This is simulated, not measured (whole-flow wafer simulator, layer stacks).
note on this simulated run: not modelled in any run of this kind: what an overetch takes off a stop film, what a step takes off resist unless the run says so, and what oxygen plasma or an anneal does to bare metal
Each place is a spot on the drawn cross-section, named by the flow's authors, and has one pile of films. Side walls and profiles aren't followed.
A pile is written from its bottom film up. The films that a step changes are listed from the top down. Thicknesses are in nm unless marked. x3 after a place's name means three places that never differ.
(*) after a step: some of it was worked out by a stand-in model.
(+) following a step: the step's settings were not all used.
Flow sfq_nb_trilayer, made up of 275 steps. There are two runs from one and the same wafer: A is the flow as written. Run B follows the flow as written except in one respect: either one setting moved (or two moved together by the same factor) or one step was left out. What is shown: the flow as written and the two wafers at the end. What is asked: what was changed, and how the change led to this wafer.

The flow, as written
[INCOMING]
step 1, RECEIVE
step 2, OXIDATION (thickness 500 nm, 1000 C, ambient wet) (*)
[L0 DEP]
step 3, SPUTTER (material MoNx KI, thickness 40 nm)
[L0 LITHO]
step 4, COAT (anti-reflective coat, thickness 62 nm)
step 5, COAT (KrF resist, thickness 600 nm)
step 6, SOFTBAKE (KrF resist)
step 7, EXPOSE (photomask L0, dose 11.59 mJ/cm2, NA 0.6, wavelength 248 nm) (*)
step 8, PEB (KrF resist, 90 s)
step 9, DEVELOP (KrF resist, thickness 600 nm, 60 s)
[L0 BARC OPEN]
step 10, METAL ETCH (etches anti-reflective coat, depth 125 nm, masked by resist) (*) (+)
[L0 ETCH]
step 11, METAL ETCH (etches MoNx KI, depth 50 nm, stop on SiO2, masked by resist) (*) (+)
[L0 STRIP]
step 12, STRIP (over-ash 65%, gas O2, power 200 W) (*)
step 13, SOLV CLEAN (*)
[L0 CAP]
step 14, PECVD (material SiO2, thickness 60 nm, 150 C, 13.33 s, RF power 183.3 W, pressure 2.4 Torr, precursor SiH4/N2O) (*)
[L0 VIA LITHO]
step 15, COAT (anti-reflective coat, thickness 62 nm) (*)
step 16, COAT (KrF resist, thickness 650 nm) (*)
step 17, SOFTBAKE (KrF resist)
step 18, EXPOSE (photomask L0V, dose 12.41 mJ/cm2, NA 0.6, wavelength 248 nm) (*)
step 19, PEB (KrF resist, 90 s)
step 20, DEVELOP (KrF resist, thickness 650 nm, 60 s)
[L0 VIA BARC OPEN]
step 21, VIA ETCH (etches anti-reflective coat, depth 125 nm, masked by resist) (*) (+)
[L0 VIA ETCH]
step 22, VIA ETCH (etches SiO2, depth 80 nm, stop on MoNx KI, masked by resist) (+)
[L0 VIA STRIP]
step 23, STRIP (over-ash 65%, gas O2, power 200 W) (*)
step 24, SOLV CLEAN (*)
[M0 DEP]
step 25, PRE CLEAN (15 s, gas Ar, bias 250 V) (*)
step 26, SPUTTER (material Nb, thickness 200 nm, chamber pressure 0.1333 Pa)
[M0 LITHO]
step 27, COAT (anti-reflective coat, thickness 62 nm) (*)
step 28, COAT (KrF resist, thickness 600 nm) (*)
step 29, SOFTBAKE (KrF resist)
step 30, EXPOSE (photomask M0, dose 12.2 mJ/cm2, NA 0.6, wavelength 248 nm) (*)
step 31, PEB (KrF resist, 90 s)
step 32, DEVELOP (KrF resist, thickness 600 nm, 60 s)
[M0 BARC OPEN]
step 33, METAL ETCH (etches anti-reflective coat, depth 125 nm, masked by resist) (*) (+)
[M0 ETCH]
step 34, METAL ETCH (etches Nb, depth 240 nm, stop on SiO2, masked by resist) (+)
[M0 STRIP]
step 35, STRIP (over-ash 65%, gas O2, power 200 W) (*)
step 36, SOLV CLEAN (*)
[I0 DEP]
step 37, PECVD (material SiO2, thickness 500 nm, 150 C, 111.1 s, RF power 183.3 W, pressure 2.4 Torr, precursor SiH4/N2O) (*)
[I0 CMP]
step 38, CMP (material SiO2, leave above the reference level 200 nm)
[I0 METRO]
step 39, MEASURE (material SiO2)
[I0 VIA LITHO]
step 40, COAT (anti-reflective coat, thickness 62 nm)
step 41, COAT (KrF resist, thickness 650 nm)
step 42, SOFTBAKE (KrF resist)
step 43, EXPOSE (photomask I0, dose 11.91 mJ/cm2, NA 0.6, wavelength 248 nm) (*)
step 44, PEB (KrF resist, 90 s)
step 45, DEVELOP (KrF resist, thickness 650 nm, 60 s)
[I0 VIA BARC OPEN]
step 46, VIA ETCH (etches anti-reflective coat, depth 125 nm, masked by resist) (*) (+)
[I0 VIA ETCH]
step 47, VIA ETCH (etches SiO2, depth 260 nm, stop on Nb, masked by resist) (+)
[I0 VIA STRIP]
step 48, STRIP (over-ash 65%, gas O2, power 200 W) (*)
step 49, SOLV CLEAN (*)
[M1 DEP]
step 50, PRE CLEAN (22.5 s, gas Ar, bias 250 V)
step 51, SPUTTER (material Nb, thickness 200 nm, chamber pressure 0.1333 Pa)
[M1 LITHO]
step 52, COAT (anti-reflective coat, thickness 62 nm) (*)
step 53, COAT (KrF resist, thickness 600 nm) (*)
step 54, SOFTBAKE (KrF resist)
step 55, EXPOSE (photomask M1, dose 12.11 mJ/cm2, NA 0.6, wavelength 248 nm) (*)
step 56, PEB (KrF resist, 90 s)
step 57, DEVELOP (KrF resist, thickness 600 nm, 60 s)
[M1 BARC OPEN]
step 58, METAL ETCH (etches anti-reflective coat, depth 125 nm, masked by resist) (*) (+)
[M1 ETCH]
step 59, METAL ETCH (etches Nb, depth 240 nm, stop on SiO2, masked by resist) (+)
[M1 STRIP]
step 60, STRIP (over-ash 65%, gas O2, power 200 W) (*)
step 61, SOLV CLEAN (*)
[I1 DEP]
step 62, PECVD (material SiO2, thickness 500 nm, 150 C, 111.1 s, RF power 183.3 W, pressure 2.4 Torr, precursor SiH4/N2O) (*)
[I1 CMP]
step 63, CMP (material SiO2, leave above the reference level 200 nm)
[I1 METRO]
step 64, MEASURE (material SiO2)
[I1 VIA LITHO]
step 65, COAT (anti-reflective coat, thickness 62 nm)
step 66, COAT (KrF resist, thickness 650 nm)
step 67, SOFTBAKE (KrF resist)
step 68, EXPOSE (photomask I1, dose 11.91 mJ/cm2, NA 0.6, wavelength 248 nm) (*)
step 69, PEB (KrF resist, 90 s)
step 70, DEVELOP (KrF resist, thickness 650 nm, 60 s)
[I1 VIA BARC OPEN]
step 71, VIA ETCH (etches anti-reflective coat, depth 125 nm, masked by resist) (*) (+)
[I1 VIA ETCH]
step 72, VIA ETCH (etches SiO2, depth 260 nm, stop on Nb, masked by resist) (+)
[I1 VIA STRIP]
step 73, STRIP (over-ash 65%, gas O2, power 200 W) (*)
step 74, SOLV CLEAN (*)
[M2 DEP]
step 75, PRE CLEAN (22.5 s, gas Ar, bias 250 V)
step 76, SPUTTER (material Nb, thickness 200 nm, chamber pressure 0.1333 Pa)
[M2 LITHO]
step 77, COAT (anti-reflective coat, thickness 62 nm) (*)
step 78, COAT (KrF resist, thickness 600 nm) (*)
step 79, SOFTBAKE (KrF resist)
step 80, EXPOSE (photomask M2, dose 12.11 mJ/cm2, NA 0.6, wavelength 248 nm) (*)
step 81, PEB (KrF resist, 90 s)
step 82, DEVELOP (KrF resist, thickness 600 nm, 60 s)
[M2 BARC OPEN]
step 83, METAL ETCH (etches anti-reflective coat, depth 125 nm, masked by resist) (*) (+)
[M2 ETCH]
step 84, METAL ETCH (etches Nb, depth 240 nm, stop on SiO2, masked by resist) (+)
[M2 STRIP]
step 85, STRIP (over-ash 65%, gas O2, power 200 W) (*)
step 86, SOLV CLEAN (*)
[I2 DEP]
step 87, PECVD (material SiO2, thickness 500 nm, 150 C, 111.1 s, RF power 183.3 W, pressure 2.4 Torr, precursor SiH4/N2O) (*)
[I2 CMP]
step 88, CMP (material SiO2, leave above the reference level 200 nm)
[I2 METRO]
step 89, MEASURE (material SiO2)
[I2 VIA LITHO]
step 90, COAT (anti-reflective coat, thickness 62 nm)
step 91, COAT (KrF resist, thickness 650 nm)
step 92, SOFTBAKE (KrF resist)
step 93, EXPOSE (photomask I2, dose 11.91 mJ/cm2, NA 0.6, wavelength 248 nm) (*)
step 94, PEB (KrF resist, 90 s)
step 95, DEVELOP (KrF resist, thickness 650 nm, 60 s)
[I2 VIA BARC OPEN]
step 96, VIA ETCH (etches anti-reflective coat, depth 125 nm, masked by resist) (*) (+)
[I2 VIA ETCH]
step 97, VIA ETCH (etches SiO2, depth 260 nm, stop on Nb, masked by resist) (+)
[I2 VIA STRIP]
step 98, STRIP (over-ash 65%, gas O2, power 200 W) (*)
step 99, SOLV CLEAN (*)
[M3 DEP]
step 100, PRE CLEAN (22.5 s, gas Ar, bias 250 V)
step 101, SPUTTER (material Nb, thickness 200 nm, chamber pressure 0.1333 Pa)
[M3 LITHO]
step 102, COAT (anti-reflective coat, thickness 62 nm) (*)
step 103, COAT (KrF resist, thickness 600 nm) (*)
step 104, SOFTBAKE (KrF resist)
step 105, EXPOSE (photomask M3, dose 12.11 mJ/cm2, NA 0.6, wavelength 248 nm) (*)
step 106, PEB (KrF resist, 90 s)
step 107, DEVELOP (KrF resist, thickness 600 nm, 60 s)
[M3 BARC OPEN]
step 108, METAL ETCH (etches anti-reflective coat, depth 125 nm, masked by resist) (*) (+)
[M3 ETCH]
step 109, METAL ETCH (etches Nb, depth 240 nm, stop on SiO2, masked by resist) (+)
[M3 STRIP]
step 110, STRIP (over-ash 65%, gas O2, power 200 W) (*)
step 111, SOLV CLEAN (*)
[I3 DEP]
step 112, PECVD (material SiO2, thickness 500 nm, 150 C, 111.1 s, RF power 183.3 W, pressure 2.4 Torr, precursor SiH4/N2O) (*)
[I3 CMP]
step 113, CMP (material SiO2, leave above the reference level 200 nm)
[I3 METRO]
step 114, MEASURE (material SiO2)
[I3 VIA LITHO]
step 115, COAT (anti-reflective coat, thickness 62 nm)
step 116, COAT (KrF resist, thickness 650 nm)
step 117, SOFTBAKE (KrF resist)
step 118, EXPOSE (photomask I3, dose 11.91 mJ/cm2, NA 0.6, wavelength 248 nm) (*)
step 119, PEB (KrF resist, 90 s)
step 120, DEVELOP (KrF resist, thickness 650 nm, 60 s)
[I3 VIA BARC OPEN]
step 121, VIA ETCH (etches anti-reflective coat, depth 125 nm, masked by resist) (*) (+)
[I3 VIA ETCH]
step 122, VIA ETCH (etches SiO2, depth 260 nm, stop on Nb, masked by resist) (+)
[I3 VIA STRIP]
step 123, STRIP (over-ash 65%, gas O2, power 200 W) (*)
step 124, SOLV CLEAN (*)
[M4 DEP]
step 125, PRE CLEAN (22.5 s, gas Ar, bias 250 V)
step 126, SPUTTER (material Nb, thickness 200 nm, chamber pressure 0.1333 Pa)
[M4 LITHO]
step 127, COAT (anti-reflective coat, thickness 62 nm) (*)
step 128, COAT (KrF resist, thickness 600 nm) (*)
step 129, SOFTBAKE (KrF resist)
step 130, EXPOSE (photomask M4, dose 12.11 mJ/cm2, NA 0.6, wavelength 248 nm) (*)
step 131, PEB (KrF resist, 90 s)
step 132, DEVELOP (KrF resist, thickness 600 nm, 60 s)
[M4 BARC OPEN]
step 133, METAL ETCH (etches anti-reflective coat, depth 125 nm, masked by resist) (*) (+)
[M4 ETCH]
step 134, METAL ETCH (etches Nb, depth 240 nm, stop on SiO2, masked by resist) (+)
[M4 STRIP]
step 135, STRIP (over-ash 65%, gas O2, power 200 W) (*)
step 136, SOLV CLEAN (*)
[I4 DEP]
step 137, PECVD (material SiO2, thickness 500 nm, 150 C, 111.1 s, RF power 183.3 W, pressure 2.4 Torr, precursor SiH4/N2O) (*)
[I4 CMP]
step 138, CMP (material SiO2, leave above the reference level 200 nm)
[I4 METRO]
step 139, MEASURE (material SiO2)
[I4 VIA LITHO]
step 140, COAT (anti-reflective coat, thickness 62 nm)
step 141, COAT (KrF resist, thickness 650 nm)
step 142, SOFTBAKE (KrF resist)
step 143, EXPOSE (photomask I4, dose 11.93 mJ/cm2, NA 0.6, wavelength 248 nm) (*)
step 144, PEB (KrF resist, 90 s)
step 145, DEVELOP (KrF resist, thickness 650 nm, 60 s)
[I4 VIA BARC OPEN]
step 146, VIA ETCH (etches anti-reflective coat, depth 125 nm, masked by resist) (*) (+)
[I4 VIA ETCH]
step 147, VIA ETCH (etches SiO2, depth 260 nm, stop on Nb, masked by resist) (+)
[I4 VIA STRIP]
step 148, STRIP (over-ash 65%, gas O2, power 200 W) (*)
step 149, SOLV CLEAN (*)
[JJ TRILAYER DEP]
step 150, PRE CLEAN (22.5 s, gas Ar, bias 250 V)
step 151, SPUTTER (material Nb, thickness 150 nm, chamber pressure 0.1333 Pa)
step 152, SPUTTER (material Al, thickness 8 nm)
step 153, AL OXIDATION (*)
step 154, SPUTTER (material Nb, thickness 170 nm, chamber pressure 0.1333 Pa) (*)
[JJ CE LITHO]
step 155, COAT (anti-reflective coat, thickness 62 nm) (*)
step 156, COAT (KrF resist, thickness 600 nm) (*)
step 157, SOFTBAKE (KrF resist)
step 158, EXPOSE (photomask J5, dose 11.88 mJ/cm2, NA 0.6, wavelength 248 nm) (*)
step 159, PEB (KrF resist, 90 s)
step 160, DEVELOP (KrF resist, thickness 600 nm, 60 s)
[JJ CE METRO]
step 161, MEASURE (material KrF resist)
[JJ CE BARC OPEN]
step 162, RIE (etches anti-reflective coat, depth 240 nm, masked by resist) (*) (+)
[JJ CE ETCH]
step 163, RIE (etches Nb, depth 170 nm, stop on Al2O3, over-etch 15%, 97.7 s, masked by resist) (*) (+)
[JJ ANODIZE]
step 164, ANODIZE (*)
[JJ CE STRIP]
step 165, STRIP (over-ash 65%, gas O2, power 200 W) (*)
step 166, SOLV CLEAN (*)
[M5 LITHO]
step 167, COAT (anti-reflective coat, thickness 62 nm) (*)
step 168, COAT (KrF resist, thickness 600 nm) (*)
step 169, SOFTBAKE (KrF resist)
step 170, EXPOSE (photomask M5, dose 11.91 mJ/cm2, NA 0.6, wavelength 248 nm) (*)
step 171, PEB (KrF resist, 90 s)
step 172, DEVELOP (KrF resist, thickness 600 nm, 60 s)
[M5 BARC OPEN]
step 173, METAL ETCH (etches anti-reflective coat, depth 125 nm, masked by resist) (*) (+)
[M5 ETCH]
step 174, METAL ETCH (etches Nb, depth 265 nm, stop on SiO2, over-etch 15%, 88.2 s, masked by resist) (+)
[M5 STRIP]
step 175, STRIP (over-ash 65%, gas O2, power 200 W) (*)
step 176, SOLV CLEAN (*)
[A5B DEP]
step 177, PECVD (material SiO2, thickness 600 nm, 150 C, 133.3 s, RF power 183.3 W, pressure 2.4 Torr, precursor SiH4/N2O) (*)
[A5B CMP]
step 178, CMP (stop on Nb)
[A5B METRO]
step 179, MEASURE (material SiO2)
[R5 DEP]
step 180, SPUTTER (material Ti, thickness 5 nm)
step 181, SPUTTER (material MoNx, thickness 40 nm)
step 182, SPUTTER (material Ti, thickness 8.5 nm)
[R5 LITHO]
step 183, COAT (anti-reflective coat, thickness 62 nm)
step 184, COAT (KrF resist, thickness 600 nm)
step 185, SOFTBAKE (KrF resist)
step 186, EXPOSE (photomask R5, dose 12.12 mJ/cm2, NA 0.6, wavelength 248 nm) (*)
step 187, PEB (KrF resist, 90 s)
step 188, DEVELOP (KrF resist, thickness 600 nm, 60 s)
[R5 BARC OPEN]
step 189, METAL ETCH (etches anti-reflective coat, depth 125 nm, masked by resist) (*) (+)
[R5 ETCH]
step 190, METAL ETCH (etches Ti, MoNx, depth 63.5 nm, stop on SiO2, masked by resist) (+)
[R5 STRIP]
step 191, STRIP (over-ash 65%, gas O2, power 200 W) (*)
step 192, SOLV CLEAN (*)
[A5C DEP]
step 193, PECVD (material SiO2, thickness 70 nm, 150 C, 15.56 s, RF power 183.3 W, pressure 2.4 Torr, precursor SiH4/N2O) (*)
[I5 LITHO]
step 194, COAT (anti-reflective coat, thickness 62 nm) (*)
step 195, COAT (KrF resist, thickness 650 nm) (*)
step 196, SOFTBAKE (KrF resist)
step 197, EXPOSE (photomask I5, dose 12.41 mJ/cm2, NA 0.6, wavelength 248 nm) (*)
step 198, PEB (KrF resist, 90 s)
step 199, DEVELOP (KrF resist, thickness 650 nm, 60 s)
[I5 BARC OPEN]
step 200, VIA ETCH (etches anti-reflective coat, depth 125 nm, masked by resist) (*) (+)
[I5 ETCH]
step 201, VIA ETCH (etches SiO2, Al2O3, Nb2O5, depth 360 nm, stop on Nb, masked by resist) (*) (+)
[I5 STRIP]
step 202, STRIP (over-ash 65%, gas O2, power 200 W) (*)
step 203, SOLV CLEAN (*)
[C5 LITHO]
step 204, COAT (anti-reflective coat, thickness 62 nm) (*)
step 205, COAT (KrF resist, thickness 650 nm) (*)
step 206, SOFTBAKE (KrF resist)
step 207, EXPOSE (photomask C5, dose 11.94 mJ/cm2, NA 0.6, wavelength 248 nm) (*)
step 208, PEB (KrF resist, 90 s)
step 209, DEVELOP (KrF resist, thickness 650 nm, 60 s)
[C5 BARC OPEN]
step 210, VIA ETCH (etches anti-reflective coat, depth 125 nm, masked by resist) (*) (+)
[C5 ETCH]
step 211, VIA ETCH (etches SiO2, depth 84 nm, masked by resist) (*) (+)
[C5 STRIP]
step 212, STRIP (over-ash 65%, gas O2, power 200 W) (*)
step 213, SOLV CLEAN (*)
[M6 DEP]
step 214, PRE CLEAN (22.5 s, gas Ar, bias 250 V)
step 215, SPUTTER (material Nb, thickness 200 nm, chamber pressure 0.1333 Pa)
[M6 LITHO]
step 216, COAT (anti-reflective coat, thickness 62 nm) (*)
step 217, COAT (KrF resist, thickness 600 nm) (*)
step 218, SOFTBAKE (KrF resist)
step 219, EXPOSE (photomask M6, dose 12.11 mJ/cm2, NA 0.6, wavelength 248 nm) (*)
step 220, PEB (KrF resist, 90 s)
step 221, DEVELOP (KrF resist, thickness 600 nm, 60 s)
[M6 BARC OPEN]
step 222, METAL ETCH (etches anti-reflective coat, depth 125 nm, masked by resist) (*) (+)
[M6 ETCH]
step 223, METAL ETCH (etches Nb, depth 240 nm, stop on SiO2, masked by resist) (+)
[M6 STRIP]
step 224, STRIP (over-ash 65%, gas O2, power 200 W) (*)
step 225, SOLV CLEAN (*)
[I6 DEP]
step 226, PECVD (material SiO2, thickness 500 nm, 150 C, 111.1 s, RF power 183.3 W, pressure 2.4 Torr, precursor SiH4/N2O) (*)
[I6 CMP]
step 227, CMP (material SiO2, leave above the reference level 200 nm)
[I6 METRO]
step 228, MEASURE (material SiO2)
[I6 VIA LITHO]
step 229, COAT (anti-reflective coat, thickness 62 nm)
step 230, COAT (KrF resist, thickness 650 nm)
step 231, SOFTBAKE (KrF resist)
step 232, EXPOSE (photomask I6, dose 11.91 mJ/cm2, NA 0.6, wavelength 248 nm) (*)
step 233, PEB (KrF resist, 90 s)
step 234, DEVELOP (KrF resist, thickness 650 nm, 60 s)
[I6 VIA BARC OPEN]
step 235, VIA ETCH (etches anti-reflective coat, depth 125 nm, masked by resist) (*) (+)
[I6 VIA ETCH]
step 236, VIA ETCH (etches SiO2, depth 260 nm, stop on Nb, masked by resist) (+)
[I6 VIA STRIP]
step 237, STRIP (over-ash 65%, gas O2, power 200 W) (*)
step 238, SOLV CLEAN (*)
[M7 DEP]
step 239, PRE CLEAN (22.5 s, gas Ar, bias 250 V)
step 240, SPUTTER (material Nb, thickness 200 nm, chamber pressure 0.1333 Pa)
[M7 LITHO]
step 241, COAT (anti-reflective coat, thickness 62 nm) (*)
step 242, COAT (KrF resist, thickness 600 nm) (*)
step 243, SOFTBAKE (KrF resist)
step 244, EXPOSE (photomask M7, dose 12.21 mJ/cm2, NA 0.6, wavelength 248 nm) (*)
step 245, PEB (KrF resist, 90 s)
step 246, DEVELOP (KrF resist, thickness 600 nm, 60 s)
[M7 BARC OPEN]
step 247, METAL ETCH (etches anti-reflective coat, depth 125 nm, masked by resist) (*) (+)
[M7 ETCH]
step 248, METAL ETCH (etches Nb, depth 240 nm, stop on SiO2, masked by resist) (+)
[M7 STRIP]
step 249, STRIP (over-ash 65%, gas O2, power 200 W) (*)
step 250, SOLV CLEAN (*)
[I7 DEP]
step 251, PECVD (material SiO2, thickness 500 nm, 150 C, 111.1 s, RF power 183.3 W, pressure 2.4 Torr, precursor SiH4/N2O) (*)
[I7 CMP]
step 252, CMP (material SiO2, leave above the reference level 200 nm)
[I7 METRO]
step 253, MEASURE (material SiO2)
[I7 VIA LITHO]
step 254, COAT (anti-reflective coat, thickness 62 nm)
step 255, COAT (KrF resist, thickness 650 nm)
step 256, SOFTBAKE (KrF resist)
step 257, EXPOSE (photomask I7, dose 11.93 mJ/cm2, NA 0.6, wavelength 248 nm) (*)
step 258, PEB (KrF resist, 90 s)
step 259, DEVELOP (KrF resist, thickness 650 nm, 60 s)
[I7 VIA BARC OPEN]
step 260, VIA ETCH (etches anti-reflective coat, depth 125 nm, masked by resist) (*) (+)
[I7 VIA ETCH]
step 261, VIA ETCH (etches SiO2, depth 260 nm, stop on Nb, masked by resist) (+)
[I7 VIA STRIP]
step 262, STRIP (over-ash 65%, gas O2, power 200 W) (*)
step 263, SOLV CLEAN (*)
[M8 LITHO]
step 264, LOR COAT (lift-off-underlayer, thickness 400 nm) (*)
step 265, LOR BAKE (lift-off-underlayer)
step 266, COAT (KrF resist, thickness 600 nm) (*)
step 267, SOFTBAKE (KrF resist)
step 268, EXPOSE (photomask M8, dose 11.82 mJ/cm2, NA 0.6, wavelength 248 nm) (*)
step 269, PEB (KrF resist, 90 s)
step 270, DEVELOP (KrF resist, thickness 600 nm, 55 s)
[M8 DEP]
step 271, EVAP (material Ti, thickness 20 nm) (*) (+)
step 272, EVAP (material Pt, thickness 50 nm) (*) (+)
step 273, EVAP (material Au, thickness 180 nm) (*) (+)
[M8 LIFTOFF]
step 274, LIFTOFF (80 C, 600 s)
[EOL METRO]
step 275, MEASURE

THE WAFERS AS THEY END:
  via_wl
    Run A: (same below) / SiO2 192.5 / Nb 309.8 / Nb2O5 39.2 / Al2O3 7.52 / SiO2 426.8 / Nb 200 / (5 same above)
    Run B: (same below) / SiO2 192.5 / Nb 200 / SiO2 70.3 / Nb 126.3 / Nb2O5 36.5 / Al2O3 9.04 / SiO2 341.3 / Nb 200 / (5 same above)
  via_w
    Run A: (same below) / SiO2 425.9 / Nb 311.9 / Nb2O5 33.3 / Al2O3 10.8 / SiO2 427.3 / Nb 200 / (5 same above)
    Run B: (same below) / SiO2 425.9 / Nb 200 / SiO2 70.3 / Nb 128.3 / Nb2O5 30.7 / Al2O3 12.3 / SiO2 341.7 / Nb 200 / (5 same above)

What caused this: step 147, VIA ETCH: depth 122 nm was run, while the flow as written has depth 260 nm.

How this came from the change, step by step:
  step 147, VIA ETCH (etches SiO2, depth 260 nm, stop on Nb, masked by resist) (+)
      via_wl, via_w, via_wr: A SiO2 loses 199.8 (all of it) | B SiO2 loses 122
      field_l, v_sur, via_sp and 100 more: A KrF resist loses 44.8 | B KrF resist loses 21
  step 148, STRIP (over-ash 65%, gas O2, power 200 W) (*)
      field_l, v_sur, via_sp and 100 more: A KrF resist loses 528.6 (all of it), anti-reflective coat loses 62 (all of it) | B KrF resist loses 552.4 (all of it), anti-reflective coat loses 62 (all of it)
  step 150, PRE CLEAN (22.5 s, gas Ar, bias 250 V)
      via_wl, via_w, via_wr: A Nb loses 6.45 | B SiO2 loses 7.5
  step 151, SPUTTER (material Nb, thickness 150 nm, chamber pressure 0.1333 Pa)
      via_wl, via_w, via_wr: A Nb gains 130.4 | B Nb gains 139.4 (new film)
  step 152, SPUTTER (material Al, thickness 8 nm)
      via_wl, via_wr: A Al gains 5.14 (new film) | B Al gains 6.06 (new film)
      via_w: A Al gains 7.12 (new film) | B Al gains 7.8 (new film)
  step 154, SPUTTER (material Nb, thickness 170 nm, chamber pressure 0.1333 Pa) (*)
      via_wl, via_wr: A Nb gains 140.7 (new film) | B Nb gains 124.1 (new film)
      via_w: A Nb gains 141 (new film) | B Nb gains 166.1 (new film)
  step 155, COAT (anti-reflective coat, thickness 62 nm) (*)
      via_wl, via_wr: A anti-reflective coat gains 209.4 (new film) | B anti-reflective coat gains 183.6 (new film)
      v_sur: A anti-reflective coat gains 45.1 (new film) | B anti-reflective coat gains 48.8 (new film)
      (and at 2 other places as well)
  step 156, COAT (KrF resist, thickness 600 nm) (*)
      via_wl: A KrF resist gains 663 (new film) | B KrF resist gains 636.9 (new film)
      via_w: A KrF resist gains 763.8 (new film) | B KrF resist gains 681.5 (new film)
      (and at 1 other place as well)
  step 160, DEVELOP (KrF resist, thickness 600 nm, 60 s)
      via_wl: A KrF resist loses 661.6 (all of it) | B KrF resist loses 635.6 (all of it)
      via_w: A KrF resist loses 762.1 (all of it) | B KrF resist loses 680 (all of it)
      (and at 1 other place as well)
  step 162, RIE (etches anti-reflective coat, depth 240 nm, masked by resist) (*) (+)
      ce_l, c5j, ce_r, wl_jj: A KrF resist loses 209.4 | B KrF resist loses 183.6
      via_wl, via_wr: A anti-reflective coat loses 209.4 (all of it) | B anti-reflective coat loses 183.6 (all of it)
      (and at 3 other places as well)
  step 163, RIE (etches Nb, depth 170 nm, stop on Al2O3, over-etch 15%, 97.7 s, masked by resist) (*) (+)
      via_w: A Nb loses 141 (all of it), Al2O3 loses 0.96 (all of it) | B Nb loses 166.1 (all of it), Al2O3 loses 0.59
      via_wl, via_wr: A Nb loses 140.7 (all of it), Al2O3 loses 0.96 (all of it) | B Nb loses 124.1 (all of it), Al2O3 loses 0.96 (all of it)
  step 164, ANODIZE (*)
      via_w: A Al2O3 gains 10.8 (new film), Nb2O5 gains 33.3 (new film), Al loses 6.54 (all of it), Nb loses 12 | B Al2O3 gains 11.9, Nb2O5 gains 30.7 (new film), Al loses 7.22 (all of it), Nb loses 11
      via_wl, via_wr: A Al2O3 gains 7.52 (new film), Nb2O5 gains 39.2 (new film), Al loses 4.56 (all of it), Nb loses 14.1 | B Al2O3 gains 9.04 (new film), Nb2O5 gains 36.5 (new film), Al loses 5.48 (all of it), Nb loses 13.1
  step 165, STRIP (over-ash 65%, gas O2, power 200 W) (*)
      c5j, ce_r: A KrF resist loses 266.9 (all of it), anti-reflective coat loses 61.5 (all of it) | B KrF resist loses 293.2 (all of it), anti-reflective coat loses 61.7 (all of it)
      ce_l: A KrF resist loses 266.8 (all of it), anti-reflective coat loses 61.4 (all of it) | B KrF resist loses 293.1 (all of it), anti-reflective coat loses 61.7 (all of it)
      (and at 1 other place as well)
  step 167, COAT (anti-reflective coat, thickness 62 nm) (*)
      via_wl: A anti-reflective coat gains 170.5 (new film) | B anti-reflective coat gains 113.7 (new film)
      via_w: A anti-reflective coat gains 84.1 (new film) | B anti-reflective coat gains 74.5 (new film)
      (and at 2 other places as well)
  step 168, COAT (KrF resist, thickness 600 nm) (*)
      v_sur: A KrF resist gains 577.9 (new film) | B KrF resist gains 590.8 (new film)
      via_w: A KrF resist gains 732.6 (new film) | B KrF resist gains 679.7 (new film)
  step 175, STRIP (over-ash 65%, gas O2, power 200 W) (*)
      v_sur: A KrF resist loses 349.2 (all of it), anti-reflective coat loses 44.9 (all of it) | B KrF resist loses 362 (all of it), anti-reflective coat loses 45.5 (all of it)
      via_wl: A KrF resist loses 427 (all of it), anti-reflective coat loses 170.5 (all of it) | B KrF resist loses 417.1 (all of it), anti-reflective coat loses 113.7 (all of it)
      (and at 3 other places as well)
  step 178, CMP (stop on Nb)
      via_wl, via_wr: A SiO2 loses 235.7 | B SiO2 loses 321.2
      via_w: A SiO2 loses 235.2 | B SiO2 loses 320.8
With metal films that touch counted as one body, via_wl has 8 bodies (between them, from the top down: SiO2 192.5; SiO2 341.3 / Al2O3 9.04 / Nb2O5 36.5; SiO2 70.3; SiO2 192.5; SiO2 192.5; SiO2 192.5; SiO2 192.5); the flow as written gives 7 bodies (between them, from the top down: SiO2 192.5; SiO2 426.8 / Al2O3 7.52 / Nb2O5 39.2; SiO2 192.5; SiO2 192.5; SiO2 192.5; SiO2 192.5).
With metal films that touch counted as one body, via_w has 6 bodies (between them, from the top down: SiO2 192.5; SiO2 341.7 / Al2O3 12.3 / Nb2O5 30.7; SiO2 70.3; SiO2 425.9; SiO2 416.9); the flow as written gives 5 bodies (between them, from the top down: SiO2 192.5; SiO2 427.3 / Al2O3 10.8 / Nb2O5 33.3; SiO2 425.9; SiO2 416.9).
